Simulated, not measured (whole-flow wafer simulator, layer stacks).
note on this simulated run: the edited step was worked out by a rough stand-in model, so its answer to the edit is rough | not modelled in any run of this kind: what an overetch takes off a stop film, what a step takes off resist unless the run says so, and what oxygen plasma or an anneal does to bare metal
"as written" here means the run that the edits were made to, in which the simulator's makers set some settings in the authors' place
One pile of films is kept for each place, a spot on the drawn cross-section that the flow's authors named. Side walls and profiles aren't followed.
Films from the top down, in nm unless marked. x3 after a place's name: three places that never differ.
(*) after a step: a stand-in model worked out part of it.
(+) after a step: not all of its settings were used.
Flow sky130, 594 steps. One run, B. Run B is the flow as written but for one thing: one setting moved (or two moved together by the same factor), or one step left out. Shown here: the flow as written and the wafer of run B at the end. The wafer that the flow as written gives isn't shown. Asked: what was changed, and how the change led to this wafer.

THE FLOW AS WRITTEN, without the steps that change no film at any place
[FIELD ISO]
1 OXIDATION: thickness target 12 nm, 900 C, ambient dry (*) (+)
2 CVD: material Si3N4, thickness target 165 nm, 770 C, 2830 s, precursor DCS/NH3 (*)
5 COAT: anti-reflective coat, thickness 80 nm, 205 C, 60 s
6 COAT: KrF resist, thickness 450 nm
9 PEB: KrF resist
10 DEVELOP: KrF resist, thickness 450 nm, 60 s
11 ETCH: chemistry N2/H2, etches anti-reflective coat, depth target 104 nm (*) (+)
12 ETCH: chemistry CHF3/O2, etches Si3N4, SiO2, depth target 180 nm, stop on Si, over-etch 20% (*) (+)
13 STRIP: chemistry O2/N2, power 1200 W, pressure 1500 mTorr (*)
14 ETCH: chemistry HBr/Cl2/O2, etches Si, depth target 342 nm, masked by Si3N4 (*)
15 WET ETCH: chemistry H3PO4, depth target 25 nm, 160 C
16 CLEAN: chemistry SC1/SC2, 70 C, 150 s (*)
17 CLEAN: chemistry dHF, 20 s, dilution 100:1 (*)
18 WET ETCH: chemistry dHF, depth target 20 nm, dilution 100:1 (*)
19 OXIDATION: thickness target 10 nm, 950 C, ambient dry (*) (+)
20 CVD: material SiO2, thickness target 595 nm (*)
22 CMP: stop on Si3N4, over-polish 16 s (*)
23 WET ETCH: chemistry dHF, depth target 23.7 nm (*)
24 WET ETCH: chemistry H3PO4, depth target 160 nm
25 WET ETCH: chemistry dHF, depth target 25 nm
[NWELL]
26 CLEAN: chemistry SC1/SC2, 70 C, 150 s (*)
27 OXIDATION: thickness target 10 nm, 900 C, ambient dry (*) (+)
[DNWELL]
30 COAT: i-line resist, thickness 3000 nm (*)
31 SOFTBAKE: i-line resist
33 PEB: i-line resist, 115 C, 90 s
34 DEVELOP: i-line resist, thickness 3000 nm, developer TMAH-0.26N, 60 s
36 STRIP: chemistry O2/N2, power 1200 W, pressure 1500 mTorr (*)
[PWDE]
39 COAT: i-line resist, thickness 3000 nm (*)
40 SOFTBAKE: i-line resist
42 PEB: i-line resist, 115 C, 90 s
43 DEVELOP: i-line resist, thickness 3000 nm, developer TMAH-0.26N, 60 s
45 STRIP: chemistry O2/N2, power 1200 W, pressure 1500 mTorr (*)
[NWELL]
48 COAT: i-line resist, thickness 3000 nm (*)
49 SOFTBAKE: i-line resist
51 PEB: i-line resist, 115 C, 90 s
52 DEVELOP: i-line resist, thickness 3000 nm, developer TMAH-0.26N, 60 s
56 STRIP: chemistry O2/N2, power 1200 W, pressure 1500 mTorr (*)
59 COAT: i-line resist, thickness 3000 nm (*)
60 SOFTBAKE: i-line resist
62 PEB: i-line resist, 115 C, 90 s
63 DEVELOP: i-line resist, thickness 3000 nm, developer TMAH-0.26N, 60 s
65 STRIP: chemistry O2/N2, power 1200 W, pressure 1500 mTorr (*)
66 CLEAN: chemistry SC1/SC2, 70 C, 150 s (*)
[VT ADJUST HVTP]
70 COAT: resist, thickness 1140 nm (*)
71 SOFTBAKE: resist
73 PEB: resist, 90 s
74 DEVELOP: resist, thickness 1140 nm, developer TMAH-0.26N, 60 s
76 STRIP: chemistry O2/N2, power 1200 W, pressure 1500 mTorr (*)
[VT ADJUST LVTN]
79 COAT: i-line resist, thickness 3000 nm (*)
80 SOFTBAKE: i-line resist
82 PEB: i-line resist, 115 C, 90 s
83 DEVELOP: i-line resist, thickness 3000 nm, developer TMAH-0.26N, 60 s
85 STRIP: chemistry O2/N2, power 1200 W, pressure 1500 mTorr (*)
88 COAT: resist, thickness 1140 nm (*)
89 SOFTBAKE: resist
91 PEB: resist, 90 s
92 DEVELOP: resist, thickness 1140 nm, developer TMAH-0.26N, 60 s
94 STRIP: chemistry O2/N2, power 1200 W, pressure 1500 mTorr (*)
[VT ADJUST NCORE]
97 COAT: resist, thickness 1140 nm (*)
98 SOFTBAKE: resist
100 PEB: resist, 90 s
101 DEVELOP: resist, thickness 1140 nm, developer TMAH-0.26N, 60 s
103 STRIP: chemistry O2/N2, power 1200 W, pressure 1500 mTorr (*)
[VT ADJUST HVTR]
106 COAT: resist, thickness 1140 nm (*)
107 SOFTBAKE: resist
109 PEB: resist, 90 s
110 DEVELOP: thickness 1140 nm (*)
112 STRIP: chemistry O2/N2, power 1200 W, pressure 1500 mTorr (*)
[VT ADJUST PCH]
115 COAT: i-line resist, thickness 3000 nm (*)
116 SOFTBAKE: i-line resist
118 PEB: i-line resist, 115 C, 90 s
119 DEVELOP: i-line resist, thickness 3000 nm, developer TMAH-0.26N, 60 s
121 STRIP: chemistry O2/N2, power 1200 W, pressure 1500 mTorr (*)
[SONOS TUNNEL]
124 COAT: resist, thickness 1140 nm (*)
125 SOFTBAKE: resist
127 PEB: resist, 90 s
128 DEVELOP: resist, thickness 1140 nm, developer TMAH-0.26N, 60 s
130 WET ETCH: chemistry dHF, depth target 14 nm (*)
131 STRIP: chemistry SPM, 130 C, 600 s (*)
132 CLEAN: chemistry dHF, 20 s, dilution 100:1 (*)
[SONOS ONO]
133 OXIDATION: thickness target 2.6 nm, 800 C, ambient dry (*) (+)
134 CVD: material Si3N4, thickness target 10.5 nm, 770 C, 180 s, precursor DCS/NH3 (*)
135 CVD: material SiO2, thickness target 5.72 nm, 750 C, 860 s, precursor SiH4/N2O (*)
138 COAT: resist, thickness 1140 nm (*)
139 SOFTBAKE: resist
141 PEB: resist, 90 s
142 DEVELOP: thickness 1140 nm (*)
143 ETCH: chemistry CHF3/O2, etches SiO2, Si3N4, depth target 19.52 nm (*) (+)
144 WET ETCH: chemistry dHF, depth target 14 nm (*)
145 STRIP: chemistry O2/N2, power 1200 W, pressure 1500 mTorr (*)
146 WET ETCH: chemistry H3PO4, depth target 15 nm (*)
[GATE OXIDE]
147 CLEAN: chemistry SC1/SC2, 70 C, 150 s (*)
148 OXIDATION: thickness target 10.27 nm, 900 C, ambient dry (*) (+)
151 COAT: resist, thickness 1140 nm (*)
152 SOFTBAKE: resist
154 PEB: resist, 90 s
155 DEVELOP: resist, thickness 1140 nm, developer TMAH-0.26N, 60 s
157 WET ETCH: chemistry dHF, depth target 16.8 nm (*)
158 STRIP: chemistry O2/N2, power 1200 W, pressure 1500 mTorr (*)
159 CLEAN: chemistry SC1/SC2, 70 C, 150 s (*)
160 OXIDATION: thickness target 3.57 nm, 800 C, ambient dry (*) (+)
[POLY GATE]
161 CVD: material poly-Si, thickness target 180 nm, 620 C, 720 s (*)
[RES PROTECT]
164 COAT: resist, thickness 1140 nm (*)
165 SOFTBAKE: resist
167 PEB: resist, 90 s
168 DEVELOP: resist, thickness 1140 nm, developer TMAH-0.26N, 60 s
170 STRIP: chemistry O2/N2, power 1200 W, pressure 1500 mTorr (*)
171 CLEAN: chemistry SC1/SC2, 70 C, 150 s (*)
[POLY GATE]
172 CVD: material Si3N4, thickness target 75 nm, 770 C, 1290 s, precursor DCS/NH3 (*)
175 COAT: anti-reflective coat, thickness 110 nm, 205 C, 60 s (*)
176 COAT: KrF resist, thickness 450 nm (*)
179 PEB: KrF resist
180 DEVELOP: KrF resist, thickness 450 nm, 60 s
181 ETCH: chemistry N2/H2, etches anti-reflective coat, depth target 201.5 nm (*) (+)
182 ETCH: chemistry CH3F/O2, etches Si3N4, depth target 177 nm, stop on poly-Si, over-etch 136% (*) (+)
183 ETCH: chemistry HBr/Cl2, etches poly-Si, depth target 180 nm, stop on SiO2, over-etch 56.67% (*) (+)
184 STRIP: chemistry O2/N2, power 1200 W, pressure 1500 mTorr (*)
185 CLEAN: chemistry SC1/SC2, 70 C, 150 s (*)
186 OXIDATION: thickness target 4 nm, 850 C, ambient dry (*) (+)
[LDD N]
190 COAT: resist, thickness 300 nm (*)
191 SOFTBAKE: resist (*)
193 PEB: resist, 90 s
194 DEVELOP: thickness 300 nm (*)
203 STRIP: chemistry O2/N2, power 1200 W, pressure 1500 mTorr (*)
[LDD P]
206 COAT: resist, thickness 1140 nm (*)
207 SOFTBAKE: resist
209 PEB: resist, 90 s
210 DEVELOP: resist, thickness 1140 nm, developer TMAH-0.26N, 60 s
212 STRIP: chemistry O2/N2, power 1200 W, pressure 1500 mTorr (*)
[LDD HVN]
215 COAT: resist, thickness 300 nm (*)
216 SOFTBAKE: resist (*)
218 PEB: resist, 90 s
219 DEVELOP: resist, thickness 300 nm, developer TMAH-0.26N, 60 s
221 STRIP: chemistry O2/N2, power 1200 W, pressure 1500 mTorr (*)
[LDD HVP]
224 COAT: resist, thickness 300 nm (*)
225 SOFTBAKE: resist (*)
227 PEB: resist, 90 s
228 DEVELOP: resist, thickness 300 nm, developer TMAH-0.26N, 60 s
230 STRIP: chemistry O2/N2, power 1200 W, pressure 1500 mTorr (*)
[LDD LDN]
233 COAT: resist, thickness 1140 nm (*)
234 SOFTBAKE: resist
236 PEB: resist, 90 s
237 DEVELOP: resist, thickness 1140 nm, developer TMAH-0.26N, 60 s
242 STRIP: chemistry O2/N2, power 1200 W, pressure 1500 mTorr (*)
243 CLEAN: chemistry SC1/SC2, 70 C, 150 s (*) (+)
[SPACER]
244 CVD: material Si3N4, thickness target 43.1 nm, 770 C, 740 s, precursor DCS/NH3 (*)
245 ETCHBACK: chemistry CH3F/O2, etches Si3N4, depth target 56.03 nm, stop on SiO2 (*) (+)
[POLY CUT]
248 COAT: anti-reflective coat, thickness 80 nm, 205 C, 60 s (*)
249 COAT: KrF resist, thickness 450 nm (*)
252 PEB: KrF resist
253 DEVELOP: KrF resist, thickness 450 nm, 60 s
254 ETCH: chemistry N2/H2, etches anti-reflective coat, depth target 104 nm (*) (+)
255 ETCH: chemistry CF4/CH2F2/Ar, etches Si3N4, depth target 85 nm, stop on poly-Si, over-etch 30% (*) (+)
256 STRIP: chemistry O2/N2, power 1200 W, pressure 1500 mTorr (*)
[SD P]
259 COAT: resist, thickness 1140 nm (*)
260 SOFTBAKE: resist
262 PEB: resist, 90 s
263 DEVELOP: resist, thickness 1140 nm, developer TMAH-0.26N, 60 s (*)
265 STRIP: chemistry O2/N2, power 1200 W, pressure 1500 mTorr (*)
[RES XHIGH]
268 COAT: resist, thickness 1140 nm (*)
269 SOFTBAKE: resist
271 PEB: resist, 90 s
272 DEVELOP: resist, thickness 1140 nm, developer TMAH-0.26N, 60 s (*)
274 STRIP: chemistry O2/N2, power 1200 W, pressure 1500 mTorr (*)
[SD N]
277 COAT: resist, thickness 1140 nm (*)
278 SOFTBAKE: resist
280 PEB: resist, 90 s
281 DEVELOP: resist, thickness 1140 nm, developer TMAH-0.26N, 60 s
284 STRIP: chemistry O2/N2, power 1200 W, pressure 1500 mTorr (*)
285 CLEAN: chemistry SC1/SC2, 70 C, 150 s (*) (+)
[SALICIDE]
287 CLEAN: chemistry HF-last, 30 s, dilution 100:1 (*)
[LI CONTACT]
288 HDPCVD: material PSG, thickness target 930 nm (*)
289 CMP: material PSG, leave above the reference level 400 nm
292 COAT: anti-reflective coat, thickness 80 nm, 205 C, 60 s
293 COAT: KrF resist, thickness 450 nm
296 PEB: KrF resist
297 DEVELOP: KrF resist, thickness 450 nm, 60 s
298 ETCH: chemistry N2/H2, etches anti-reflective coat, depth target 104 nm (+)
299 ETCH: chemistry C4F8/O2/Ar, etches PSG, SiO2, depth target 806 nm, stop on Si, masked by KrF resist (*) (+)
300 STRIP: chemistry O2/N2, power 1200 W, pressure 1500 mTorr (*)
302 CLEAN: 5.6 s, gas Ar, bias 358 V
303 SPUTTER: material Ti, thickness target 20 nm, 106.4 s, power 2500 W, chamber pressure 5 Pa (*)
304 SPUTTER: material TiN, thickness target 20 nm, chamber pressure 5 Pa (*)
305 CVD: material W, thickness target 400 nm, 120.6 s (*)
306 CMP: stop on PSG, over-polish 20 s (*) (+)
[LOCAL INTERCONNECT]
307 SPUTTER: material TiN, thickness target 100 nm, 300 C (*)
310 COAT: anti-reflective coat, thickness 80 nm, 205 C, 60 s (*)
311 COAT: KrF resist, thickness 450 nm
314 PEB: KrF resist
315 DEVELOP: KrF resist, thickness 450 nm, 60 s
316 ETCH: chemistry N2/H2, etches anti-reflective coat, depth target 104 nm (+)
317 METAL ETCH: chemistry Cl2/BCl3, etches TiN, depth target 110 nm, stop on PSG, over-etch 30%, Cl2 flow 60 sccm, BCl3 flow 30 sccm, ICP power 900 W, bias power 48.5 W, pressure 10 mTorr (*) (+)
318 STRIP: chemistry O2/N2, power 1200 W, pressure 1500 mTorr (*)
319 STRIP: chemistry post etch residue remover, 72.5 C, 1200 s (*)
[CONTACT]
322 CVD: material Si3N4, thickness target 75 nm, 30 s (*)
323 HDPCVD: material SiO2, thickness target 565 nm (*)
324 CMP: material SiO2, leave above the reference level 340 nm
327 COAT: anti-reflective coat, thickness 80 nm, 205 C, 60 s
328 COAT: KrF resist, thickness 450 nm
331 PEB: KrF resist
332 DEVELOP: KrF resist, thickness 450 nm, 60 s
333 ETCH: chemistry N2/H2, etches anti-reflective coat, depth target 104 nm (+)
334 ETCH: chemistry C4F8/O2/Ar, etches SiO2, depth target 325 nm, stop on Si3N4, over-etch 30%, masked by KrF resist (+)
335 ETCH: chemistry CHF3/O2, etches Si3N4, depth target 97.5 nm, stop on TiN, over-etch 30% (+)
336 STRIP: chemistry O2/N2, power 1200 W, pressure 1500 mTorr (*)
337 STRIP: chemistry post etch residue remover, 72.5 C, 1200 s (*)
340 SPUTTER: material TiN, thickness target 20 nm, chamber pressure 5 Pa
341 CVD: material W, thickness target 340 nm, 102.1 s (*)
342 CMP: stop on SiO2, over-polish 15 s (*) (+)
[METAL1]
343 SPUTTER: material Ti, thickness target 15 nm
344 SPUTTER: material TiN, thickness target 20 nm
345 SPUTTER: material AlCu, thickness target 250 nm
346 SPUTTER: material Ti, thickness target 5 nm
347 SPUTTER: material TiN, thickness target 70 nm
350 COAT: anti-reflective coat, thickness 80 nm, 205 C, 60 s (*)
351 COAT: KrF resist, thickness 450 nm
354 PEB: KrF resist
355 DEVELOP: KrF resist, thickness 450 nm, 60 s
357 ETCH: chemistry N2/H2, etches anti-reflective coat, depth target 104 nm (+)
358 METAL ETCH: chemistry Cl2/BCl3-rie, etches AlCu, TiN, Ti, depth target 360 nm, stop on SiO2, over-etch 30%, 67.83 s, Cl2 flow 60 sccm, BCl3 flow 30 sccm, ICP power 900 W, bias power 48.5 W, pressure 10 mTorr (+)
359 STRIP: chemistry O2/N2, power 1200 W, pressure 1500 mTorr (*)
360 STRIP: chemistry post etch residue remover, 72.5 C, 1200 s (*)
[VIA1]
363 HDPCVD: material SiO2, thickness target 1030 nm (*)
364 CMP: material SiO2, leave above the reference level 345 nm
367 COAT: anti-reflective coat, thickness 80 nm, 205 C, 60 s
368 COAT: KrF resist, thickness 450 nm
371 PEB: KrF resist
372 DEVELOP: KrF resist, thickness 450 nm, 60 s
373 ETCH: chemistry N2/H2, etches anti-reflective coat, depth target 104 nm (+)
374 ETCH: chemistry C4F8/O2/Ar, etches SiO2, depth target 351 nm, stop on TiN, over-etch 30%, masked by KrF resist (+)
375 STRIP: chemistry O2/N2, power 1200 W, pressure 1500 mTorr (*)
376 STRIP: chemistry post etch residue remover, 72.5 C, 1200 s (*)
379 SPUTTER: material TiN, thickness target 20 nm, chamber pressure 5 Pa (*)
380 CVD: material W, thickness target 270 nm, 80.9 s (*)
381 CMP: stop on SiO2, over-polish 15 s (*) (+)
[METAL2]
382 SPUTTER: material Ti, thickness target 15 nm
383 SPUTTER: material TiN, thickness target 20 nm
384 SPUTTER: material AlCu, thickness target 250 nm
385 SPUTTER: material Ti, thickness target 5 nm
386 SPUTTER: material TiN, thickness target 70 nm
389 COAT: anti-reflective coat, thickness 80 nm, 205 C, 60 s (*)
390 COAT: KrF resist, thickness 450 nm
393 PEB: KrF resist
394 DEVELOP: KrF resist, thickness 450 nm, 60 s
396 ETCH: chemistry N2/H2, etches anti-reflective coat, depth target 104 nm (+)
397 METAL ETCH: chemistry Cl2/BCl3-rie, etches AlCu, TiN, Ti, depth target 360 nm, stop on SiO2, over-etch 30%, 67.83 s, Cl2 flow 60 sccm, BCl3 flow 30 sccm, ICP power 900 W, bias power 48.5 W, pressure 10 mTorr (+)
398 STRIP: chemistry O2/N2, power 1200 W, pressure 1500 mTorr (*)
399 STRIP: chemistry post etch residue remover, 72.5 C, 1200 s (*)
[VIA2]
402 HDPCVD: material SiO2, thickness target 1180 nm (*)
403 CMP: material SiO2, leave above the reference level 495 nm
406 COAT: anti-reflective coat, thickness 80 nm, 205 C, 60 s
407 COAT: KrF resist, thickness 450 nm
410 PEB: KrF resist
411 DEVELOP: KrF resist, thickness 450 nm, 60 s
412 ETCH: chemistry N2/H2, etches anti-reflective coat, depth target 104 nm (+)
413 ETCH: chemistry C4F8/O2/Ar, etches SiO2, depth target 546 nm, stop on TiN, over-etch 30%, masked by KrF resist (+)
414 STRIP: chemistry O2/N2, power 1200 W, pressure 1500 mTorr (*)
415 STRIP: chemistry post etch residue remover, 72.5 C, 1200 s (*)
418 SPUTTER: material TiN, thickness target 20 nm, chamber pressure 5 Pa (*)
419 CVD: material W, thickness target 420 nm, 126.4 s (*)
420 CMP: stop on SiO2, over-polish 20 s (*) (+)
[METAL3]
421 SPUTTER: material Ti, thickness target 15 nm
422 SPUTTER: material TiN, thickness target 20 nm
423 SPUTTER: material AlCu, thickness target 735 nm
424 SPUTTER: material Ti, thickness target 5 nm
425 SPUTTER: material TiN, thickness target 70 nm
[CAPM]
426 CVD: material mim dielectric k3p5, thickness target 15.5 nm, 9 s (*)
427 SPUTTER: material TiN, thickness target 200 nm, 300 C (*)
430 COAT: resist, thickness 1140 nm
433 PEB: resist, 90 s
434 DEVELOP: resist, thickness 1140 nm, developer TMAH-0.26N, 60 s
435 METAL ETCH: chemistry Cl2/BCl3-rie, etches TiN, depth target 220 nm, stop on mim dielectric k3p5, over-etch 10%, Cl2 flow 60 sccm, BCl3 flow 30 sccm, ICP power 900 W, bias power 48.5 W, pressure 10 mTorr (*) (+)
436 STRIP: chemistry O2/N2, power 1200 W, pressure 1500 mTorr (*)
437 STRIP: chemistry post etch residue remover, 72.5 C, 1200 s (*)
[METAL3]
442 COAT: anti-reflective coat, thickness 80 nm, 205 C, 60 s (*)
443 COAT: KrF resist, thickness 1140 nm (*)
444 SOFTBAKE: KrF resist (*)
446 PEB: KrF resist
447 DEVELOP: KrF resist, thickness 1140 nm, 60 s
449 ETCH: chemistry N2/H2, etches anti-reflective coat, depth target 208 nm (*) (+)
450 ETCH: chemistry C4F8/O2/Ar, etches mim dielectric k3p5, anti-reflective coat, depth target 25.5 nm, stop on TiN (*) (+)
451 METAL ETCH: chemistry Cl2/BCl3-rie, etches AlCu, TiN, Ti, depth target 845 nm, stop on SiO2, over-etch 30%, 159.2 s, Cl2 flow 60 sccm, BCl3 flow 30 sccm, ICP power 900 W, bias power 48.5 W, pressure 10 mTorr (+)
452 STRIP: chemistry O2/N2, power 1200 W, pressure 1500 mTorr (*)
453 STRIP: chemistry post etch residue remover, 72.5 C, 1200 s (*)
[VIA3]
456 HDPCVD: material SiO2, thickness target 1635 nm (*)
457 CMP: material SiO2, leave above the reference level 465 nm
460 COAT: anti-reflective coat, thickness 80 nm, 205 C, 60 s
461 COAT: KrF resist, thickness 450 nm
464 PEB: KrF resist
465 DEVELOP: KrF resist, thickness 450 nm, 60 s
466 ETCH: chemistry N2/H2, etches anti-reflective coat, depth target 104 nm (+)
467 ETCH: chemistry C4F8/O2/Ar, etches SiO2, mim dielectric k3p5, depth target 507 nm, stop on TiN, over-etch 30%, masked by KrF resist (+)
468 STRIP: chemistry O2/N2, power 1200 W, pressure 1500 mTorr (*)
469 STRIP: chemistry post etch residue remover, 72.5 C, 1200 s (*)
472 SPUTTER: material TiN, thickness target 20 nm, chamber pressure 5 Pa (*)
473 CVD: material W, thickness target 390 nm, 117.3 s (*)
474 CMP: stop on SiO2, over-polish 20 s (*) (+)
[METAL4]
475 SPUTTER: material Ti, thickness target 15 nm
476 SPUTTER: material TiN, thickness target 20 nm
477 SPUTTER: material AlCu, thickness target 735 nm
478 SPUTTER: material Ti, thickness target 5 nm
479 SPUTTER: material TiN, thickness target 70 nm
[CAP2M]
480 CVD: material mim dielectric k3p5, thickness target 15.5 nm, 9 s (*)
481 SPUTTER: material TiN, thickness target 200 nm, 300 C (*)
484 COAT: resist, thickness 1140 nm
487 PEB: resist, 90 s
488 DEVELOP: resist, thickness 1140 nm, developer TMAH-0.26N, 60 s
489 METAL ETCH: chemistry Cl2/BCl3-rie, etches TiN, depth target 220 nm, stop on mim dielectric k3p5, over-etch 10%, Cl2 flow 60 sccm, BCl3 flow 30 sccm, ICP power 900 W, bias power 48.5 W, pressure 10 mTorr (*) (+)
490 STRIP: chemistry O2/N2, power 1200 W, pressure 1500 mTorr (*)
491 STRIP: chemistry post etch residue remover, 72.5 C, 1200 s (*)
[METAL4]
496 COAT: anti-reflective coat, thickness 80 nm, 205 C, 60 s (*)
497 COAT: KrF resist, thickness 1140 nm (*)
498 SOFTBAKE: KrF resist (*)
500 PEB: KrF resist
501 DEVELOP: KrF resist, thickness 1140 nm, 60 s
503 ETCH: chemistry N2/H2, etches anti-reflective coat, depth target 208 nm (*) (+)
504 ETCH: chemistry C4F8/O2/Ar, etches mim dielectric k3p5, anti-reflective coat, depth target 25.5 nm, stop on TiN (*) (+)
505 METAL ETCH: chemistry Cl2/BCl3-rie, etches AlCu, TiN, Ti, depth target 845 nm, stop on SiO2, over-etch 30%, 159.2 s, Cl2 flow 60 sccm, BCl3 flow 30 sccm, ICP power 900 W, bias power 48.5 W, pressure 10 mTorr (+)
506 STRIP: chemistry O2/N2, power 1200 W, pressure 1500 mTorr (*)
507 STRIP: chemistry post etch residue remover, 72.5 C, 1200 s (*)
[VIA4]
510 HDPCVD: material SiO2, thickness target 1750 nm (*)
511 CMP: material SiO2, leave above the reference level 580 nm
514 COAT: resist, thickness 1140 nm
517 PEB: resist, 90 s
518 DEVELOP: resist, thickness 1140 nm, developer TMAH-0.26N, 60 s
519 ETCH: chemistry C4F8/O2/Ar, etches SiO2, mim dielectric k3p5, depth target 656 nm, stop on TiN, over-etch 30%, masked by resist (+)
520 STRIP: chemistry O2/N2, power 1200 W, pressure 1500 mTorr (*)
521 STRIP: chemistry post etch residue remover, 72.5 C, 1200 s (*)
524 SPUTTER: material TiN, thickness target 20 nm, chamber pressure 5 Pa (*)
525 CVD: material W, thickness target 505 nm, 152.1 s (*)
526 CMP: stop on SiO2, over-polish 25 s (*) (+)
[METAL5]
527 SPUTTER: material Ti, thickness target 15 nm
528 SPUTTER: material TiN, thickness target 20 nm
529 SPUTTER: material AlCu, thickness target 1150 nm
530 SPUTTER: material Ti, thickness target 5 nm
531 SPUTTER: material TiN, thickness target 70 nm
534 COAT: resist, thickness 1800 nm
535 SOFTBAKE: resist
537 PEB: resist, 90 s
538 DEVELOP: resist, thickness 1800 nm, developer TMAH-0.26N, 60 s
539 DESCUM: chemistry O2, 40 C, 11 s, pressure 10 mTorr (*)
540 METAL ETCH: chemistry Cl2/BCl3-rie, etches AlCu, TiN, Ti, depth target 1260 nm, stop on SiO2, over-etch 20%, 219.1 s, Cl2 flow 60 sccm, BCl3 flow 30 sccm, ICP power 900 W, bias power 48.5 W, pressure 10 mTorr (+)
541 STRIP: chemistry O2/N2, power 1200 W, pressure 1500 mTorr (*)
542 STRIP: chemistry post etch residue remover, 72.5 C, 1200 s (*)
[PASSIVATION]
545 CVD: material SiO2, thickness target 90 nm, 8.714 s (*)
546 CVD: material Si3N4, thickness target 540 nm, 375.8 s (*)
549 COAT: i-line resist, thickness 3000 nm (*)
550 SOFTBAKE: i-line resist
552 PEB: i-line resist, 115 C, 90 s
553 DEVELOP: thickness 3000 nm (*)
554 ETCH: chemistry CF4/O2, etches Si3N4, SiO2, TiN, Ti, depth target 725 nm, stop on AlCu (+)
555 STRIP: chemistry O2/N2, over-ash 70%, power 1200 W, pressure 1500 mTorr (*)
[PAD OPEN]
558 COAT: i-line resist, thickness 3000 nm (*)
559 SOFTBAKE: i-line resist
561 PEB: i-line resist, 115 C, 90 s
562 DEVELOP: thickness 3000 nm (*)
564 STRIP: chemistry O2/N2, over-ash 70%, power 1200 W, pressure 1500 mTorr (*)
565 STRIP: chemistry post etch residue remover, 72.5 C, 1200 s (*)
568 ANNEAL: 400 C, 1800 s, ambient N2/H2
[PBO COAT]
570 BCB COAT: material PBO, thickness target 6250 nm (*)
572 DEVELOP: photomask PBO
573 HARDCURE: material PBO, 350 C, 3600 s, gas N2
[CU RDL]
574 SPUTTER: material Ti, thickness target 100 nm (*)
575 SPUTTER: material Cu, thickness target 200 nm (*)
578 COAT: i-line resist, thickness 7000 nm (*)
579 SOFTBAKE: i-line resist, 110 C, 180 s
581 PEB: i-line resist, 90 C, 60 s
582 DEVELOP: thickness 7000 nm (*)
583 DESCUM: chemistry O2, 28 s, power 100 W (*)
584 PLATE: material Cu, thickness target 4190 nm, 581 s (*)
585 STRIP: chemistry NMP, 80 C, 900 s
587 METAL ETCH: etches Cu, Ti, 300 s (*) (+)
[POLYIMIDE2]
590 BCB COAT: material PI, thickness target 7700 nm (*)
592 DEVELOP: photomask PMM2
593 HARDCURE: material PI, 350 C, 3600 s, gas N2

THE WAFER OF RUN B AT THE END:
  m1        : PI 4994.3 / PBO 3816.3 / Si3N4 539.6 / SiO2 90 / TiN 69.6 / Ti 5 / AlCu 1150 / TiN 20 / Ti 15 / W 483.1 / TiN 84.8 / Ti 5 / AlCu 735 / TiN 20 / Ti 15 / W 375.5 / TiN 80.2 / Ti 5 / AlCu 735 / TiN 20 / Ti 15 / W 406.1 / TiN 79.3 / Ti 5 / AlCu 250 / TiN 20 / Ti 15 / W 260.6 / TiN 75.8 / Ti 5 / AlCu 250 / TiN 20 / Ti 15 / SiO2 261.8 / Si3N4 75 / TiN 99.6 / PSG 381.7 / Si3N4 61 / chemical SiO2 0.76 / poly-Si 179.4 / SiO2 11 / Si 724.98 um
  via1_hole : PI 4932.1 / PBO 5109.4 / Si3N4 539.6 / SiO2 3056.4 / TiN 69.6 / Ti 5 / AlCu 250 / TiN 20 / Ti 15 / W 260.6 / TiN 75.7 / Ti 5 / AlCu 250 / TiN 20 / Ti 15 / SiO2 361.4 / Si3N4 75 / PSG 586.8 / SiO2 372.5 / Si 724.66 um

The cause: step 379, SPUTTER: thickness target 12 nm was run, where the flow has thickness target 20 nm.

How the change led to this, step by step:
  379 SPUTTER: material TiN, thickness target 20 nm, chamber pressure 5 Pa (*)
      field, active, n_well and 186 more: TiN +12 (new film) (as written it would be: TiN +20 (new film))
      m1: TiN +6.6 (as written it would be: TiN +11)
      (and at 1 more place)
  381 CMP: stop on SiO2, over-polish 15 s (*) (+)
      field, active, n_well and 186 more: W -270 (all of it), TiN -12 (all of it), SiO2 -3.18 (as written it would be: W -270 (all of it), TiN -20 (all of it), SiO2 -3.18)
      m1, via1_hole: W -285.6 (as written it would be: W -293.6)
